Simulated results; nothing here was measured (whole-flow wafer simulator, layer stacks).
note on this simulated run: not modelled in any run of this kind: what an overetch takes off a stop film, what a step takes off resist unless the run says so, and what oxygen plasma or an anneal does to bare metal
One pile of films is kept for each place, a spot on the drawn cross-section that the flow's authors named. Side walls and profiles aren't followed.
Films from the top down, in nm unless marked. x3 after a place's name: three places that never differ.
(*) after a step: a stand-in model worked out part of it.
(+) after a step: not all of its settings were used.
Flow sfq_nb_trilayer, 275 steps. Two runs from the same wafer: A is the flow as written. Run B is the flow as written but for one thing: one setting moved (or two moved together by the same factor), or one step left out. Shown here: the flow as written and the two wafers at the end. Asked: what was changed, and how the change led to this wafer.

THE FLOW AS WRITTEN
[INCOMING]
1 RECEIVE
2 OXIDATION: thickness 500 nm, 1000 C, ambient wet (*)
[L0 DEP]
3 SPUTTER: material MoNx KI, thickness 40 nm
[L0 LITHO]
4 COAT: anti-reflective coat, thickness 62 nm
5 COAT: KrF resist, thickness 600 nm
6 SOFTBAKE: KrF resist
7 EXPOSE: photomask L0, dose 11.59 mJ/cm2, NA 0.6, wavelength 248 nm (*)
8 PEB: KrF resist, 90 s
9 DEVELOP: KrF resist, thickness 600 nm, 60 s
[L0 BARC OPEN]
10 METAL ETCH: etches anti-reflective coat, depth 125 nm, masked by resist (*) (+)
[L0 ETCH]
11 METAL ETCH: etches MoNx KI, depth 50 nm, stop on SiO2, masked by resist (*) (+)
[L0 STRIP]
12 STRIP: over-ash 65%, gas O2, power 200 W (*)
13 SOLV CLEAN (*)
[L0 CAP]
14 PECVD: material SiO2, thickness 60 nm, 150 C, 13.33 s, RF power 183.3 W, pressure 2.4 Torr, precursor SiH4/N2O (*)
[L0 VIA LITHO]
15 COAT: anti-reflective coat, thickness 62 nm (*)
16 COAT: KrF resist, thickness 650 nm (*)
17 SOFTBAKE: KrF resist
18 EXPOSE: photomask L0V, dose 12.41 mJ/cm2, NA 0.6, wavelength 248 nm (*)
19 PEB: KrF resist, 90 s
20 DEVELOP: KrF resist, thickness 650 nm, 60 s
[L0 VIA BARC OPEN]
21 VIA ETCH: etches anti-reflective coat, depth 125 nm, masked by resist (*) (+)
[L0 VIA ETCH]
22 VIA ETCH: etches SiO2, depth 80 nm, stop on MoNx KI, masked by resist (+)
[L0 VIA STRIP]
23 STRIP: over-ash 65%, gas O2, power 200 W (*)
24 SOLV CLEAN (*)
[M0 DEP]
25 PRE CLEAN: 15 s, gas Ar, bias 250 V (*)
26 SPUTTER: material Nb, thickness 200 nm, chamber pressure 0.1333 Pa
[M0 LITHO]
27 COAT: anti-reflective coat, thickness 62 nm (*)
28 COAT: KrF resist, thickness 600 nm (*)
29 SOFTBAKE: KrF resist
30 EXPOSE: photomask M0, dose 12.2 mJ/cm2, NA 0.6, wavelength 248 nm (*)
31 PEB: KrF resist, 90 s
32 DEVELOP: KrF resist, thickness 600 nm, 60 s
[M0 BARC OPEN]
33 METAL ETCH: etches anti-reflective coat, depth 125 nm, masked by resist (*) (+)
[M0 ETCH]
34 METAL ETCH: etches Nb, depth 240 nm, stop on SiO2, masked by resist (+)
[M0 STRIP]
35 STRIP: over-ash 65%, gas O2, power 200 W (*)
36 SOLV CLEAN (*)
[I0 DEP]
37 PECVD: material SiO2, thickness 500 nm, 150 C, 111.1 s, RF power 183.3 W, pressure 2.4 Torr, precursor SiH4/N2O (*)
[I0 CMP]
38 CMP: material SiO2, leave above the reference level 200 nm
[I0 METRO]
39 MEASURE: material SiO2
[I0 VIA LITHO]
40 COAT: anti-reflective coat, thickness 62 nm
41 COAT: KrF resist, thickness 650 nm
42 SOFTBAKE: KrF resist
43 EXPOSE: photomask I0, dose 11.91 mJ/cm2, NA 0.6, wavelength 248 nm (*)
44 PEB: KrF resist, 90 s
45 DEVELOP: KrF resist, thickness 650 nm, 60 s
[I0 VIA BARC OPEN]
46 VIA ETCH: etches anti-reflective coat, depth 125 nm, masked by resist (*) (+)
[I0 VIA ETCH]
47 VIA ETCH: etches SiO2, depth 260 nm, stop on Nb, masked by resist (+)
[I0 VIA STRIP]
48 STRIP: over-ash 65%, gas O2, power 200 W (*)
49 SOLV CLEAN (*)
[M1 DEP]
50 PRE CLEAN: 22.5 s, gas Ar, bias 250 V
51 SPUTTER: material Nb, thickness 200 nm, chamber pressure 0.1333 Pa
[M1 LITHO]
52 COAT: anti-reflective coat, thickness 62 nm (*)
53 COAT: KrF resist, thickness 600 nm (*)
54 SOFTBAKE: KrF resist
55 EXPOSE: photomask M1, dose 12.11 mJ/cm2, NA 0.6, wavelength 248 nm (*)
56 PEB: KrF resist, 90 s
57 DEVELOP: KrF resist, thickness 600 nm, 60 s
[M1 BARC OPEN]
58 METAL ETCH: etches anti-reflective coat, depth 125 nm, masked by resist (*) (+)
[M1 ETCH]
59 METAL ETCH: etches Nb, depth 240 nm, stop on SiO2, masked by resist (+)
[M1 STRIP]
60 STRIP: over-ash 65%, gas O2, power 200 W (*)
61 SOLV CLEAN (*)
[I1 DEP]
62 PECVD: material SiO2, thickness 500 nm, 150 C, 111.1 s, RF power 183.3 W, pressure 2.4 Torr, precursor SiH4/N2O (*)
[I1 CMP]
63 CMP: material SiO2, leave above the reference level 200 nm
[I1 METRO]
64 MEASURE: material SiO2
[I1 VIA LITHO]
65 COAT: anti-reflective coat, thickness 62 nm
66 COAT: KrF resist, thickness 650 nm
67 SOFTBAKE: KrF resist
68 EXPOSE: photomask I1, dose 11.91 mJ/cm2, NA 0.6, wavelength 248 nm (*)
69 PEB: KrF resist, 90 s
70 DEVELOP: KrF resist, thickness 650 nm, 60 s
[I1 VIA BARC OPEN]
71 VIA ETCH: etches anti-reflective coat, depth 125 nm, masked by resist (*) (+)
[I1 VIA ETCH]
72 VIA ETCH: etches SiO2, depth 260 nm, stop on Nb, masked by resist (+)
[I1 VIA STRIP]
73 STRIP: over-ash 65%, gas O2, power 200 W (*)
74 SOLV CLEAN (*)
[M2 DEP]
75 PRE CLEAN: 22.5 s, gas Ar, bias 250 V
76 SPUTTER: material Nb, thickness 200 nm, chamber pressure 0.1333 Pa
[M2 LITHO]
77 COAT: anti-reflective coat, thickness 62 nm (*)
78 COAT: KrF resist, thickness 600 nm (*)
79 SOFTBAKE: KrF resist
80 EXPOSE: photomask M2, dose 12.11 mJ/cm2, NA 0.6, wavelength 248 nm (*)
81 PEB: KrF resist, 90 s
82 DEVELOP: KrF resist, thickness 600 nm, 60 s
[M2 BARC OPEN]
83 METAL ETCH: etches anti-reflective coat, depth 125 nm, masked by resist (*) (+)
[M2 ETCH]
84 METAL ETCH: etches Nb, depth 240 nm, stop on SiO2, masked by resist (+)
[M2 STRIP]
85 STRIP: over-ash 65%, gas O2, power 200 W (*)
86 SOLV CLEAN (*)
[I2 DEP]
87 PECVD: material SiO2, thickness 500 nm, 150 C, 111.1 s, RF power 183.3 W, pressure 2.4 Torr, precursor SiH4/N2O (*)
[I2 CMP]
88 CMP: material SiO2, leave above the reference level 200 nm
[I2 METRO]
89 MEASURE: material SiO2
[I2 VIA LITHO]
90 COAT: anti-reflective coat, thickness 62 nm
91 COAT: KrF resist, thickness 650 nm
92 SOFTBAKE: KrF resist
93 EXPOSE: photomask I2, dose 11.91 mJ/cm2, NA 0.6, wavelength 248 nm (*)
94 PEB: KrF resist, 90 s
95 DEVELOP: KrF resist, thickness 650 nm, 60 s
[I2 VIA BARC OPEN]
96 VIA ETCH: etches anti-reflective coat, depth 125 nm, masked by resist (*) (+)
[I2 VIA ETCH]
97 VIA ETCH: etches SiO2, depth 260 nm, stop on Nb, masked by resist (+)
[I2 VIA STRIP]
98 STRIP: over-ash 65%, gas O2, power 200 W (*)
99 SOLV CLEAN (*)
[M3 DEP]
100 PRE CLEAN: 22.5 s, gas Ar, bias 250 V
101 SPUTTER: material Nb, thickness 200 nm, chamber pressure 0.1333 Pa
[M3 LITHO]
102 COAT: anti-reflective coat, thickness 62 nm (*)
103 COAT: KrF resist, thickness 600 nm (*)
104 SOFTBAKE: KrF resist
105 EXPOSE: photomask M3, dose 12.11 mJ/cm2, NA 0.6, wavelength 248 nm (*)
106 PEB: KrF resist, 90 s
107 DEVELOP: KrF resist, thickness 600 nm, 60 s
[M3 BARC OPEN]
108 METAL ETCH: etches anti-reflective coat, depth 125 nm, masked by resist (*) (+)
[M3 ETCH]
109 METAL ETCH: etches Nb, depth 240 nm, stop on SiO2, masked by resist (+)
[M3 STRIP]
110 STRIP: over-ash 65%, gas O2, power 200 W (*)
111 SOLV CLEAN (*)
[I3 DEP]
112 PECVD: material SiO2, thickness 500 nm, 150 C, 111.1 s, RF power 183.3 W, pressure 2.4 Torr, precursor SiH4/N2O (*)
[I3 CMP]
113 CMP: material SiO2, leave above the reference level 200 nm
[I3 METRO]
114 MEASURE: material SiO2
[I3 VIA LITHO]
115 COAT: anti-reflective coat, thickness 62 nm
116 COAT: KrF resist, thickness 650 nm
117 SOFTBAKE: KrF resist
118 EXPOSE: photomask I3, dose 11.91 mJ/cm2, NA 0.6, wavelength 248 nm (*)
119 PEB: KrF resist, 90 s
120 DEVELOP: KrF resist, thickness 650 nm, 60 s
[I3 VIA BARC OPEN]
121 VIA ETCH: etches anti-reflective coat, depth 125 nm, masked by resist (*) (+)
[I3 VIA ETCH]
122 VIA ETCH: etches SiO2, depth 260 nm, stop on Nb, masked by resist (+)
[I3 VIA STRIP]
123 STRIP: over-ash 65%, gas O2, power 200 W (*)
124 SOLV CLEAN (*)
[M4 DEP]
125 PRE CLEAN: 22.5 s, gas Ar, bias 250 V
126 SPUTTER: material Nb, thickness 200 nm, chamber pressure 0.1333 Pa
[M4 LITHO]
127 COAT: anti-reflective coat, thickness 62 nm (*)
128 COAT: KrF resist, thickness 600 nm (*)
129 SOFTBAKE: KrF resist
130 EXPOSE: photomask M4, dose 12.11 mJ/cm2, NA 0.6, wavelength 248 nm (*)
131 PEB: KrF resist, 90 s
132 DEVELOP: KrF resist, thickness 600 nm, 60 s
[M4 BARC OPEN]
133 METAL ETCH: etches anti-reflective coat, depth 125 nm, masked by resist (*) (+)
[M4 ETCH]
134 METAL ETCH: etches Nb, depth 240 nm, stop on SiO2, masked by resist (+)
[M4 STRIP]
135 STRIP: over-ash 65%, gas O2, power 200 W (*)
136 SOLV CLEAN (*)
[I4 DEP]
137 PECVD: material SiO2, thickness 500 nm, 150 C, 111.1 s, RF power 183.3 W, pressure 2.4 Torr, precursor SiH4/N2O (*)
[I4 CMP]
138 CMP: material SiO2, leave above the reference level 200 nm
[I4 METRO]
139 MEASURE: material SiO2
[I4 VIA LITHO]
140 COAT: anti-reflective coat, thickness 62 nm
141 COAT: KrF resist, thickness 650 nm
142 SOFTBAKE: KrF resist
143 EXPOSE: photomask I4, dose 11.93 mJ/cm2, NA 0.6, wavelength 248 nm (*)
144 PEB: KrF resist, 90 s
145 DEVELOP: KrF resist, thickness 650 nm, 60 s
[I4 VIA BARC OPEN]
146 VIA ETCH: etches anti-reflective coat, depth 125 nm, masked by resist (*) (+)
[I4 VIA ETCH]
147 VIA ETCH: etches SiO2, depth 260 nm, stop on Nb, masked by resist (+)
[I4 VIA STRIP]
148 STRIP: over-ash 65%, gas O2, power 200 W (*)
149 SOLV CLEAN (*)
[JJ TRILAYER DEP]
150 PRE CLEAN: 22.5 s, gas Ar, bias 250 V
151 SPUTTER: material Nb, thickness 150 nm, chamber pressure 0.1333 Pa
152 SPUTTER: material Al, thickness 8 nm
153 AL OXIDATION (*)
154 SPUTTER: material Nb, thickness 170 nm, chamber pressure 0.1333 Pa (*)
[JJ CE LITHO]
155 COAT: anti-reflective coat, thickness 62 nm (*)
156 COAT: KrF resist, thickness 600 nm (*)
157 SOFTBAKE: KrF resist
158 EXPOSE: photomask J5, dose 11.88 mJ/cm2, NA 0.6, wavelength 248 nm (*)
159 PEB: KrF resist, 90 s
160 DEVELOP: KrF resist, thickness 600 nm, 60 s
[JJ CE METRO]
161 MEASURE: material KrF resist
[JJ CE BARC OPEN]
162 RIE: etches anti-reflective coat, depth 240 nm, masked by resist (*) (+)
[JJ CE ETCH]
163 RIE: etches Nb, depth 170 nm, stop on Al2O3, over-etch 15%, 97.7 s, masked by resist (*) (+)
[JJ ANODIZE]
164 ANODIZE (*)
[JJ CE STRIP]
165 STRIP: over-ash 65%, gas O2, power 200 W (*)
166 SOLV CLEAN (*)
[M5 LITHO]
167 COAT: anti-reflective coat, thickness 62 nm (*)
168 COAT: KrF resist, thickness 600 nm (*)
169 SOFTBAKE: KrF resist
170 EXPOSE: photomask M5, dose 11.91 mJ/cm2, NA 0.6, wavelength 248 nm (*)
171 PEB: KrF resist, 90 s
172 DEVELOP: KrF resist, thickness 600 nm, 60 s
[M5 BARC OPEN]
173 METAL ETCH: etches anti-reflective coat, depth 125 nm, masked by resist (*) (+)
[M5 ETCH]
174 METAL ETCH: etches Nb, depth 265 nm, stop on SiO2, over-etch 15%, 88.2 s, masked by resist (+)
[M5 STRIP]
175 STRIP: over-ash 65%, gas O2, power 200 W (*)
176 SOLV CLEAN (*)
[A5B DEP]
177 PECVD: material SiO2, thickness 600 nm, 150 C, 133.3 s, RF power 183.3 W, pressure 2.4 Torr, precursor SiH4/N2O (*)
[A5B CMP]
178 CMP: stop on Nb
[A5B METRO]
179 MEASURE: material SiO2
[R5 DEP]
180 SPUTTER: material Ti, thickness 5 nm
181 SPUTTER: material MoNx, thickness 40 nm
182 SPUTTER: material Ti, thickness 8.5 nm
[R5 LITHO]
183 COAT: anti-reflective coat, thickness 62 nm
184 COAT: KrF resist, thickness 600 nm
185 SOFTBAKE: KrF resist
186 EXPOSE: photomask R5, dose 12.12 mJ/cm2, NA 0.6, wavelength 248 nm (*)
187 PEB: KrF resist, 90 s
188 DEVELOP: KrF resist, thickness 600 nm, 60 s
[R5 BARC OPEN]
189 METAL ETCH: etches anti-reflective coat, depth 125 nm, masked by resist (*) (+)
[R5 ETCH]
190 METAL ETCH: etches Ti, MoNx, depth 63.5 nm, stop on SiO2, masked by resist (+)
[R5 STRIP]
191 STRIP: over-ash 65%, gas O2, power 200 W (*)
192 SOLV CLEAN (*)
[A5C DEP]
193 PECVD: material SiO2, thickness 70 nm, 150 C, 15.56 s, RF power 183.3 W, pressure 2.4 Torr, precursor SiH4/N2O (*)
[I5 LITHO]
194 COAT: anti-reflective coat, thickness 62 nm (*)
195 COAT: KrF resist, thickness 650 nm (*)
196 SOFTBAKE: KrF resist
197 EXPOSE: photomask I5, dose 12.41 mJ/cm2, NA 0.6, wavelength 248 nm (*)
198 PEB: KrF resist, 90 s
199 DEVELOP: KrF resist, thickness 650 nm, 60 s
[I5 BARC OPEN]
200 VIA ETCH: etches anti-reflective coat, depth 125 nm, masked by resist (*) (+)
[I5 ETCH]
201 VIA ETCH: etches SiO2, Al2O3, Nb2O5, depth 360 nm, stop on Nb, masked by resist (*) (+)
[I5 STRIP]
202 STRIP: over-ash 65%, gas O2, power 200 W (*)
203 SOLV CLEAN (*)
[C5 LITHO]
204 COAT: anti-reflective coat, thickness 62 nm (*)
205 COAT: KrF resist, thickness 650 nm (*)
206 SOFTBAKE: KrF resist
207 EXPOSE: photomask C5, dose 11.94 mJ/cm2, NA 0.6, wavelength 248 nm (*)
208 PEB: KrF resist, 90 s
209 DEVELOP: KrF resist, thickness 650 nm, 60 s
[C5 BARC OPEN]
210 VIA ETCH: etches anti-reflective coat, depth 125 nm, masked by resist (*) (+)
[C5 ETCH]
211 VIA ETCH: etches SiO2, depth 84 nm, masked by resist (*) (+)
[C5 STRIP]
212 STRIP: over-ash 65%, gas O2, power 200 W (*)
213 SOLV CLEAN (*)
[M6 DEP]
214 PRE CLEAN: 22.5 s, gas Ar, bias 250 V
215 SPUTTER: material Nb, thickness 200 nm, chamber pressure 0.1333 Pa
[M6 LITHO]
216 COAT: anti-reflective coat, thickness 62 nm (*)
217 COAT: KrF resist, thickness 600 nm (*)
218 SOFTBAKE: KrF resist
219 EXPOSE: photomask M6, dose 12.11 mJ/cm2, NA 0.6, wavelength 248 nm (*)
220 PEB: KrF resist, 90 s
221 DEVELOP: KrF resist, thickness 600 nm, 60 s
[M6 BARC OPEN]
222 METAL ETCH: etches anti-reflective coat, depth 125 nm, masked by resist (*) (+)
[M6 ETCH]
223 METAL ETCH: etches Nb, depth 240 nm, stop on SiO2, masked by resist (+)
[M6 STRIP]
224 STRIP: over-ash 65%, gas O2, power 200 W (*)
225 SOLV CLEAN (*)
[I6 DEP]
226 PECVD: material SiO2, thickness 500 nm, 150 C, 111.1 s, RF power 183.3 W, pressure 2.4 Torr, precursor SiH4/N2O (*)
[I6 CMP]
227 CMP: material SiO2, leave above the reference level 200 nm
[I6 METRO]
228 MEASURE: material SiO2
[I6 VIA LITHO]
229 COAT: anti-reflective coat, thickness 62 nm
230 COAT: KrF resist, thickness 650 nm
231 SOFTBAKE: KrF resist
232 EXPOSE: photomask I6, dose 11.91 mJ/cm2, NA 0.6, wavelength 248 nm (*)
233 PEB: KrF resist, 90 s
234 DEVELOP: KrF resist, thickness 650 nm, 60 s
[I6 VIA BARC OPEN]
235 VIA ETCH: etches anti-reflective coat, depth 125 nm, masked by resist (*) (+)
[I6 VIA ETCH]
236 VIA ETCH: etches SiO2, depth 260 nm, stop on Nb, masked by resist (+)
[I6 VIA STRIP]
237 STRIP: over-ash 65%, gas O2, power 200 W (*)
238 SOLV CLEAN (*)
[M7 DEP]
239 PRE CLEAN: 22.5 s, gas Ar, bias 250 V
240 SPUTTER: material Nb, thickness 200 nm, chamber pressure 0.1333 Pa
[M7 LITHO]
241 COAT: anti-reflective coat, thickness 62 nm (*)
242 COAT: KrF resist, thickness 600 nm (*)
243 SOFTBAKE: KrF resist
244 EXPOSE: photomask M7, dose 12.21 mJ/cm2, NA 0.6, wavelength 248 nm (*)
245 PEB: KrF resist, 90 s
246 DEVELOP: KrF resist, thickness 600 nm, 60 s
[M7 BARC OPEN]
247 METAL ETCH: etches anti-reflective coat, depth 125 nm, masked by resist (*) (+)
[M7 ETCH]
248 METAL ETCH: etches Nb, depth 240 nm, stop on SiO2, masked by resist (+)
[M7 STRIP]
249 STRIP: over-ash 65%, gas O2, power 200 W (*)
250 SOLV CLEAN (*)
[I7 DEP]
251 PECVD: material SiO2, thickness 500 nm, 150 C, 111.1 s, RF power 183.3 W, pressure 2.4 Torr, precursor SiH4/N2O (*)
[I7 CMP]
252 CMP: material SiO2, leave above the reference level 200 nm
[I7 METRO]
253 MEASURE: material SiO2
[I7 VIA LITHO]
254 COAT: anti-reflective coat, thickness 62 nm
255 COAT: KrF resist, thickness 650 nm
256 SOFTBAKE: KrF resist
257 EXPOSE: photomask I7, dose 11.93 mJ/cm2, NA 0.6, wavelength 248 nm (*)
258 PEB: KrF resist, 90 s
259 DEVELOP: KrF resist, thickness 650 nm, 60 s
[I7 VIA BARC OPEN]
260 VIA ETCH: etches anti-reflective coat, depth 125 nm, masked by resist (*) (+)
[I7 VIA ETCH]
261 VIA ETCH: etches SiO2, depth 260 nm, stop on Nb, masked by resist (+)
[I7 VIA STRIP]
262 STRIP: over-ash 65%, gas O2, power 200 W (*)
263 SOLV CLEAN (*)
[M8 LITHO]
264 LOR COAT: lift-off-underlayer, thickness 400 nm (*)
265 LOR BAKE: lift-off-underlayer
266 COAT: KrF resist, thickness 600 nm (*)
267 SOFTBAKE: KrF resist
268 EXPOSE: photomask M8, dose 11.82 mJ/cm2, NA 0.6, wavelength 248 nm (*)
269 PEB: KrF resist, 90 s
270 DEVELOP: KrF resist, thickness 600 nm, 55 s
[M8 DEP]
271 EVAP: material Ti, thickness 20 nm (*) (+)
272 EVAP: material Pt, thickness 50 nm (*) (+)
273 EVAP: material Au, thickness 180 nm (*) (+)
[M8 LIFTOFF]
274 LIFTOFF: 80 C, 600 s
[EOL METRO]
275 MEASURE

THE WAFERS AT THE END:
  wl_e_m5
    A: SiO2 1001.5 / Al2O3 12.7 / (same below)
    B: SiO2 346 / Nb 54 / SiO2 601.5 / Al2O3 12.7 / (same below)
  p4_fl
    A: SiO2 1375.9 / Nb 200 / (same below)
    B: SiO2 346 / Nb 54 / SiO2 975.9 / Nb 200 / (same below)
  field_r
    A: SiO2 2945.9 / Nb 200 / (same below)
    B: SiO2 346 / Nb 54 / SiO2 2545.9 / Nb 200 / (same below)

The cause: step 248, METAL ETCH: depth 146 nm was run, where the flow has depth 240 nm.

How the change led to this, step by step:
  248 METAL ETCH: etches Nb, depth 240 nm, stop on SiO2, masked by resist (+)
      field_l, field_r, lsp_l and 62 more: A Nb -200 (all of it) | B Nb -146
      v_sur, via_wl, via_w and 38 more: A KrF resist -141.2 | B KrF resist -85.9
  249 STRIP: over-ash 65%, gas O2, power 200 W (*)
      wl_j_sl, wl_jj, wl_j_sr and 14 more: A KrF resist -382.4 (all of it), anti-reflective coat -62 (all of it) | B KrF resist -437.7 (all of it), anti-reflective coat -62 (all of it)
      ln_m5, lsp_m, ln_m6, lsp_r: A KrF resist -381.9 (all of it), anti-reflective coat -61.8 (all of it) | B KrF resist -437.2 (all of it), anti-reflective coat -61.8 (all of it)
      (and at 20 more places)
  251 PECVD: material SiO2, thickness 500 nm, 150 C, 111.1 s, RF power 183.3 W, pressure 2.4 Torr, precursor SiH4/N2O (*)
      field_l, p4_fl, p4_fm and 56 more: A SiO2 +500 | B SiO2 +500 (new film)
      field_r, lsp_l: A SiO2 +477.7 | B SiO2 +483.7 (new film)
      (and at 4 more places)
  252 CMP: material SiO2, leave above the reference level 200 nm
      field_l, p4_fl, p4_fm and 56 more: A SiO2 -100 | B SiO2 -154
      field_r, lsp_l: A SiO2 -77.7 | B SiO2 -137.7
      (and at 2 more places)
Counting metal films that touch as one body, wl_e_m5 has 7 bodies (between them, from the top down: SiO2 601.5 / Al2O3 12.7 / Nb2O5 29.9; SiO2 192.5; SiO2 192.5; SiO2 192.5; SiO2 192.5; SiO2 192.5); the flow as written gives 6 bodies (between them, from the top down: SiO2 192.5; SiO2 192.5; SiO2 192.5; SiO2 192.5; SiO2 192.5).
Counting metal films that touch as one body, p4_fl has 3 bodies (between them, from the top down: SiO2 975.9; SiO2 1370); the flow as written gives 2 bodies (between them, from the top down: SiO2 1370).
Counting metal films that touch as one body, field_r has 2 bodies (between them, from the top down: SiO2 2545.9); the flow as written gives 1 body.
